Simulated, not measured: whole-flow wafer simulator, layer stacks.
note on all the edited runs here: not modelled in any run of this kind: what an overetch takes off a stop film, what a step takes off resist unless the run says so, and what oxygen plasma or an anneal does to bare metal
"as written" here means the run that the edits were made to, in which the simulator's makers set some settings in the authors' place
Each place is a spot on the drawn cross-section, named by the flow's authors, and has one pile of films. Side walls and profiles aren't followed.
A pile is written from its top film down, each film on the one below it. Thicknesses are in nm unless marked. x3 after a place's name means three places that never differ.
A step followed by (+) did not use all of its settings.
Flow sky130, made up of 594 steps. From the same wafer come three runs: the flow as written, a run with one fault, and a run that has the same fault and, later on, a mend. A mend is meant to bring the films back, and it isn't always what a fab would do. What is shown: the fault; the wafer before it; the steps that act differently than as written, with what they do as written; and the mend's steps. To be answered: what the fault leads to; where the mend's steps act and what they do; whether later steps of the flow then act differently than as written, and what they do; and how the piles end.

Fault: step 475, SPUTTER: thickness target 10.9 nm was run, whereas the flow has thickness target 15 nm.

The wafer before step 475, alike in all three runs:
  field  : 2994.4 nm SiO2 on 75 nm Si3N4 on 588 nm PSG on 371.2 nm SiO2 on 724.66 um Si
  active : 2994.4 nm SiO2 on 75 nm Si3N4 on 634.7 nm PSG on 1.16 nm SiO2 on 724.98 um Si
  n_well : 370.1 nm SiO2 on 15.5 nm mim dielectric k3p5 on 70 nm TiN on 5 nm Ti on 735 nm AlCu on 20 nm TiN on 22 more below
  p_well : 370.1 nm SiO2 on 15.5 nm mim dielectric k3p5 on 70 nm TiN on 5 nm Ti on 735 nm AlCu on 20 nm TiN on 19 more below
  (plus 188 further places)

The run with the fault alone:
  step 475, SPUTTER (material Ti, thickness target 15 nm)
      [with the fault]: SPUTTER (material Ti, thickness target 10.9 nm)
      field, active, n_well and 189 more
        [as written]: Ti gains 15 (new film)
        [with the fault]: Ti gains 10.9 (new film)
  Steps further on in the flow that do not act as written (not shown: 7 more steps that differ only slightly, by at most 2% or 0.5 nm, whichever is larger):
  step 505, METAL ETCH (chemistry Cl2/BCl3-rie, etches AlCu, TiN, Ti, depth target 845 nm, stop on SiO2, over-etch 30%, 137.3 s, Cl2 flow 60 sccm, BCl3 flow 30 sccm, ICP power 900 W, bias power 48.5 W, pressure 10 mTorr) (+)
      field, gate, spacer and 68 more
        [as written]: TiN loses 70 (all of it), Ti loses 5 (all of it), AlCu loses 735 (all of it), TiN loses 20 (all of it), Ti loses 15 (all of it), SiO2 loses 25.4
        [with the fault]: TiN loses 70 (all of it), Ti loses 5 (all of it), AlCu loses 735 (all of it), TiN loses 20 (all of it), Ti loses 10.9 (all of it), SiO2 loses 25.8
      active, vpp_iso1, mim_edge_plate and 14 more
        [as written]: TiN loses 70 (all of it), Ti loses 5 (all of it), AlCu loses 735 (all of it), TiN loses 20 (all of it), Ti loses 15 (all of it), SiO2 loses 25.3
        [with the fault]: TiN loses 70 (all of it), Ti loses 5 (all of it), AlCu loses 735 (all of it), TiN loses 20 (all of it), Ti loses 10.9 (all of it), SiO2 loses 25.8
  By the end, the piles at n_well, p_well, gate_hv and 102 more depart from the flow's by more than 2% or 0.5 nm, whichever is larger.
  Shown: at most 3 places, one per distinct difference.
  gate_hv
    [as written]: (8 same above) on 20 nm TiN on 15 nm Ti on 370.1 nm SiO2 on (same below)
    [with the fault]: (8 same above) on 20 nm TiN on 10.9 nm Ti on 370.1 nm SiO2 on (same below)
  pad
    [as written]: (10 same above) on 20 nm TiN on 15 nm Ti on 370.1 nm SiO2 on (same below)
    [with the fault]: (10 same above) on 20 nm TiN on 10.9 nm Ti on 370.1 nm SiO2 on (same below)
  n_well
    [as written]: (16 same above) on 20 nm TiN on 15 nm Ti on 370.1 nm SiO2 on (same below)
    [with the fault]: (16 same above) on 20 nm TiN on 10.9 nm Ti on 370.1 nm SiO2 on (same below)

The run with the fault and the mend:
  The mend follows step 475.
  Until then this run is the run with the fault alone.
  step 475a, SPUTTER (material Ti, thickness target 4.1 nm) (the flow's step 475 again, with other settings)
      field, active, n_well and 189 more
        Ti gains 4.1
  Every later step of the flow that is run acts as written at every place that is followed.
  By the end, the piles equal the flow's at every place that both follow.
